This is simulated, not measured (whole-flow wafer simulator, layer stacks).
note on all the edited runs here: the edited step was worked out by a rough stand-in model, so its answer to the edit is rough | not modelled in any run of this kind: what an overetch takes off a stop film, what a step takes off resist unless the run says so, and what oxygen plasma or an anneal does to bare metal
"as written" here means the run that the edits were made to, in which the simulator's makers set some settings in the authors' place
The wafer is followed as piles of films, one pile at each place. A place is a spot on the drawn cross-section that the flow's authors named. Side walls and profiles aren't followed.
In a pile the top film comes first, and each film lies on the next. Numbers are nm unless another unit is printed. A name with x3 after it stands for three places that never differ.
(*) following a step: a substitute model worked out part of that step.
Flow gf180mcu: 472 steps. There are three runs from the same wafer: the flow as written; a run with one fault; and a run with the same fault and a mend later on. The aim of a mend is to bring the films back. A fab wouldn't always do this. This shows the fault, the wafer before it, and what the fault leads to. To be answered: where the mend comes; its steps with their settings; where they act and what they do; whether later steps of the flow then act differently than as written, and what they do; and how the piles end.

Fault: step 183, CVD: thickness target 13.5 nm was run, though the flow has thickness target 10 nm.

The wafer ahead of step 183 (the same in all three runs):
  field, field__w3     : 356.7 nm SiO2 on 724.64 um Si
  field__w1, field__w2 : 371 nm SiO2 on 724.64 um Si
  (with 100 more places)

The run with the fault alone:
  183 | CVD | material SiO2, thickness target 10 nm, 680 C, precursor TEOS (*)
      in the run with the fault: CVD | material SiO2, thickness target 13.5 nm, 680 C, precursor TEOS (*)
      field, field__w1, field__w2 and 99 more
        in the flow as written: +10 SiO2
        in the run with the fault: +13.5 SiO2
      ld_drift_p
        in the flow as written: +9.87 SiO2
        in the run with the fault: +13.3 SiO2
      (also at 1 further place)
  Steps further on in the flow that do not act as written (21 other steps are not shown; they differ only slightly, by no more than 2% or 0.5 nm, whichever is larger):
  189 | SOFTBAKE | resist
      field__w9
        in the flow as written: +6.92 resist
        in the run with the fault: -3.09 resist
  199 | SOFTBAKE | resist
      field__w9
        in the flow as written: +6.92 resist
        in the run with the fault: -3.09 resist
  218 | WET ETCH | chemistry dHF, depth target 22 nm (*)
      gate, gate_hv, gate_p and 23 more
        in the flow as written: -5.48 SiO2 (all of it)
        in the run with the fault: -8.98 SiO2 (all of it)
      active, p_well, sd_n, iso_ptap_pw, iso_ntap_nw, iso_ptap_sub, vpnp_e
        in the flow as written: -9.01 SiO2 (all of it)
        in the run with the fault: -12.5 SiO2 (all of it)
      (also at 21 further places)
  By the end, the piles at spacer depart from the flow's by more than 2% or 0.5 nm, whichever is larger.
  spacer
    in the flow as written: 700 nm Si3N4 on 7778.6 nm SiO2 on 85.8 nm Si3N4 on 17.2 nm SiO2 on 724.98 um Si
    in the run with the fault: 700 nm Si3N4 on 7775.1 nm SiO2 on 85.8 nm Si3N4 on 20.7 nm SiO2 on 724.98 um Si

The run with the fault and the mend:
  After step 183 comes the mend.
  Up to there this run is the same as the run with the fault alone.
  183a | WET ETCH | chemistry dHF, depth target 3.5 nm, 25 C, dilution 100:1 (the flow's step 17, run once more with other settings)
      field, field__w1, field__w2 and 101 more
        -3.5 SiO2
  Every later step of the flow that is run acts as written, at every place that is followed, to within 2% or 0.5 nm, whichever is larger.
  At the end the piles are close to the flow's at the places that both follow, differing by at most 2% or 0.5 nm, whichever is larger.
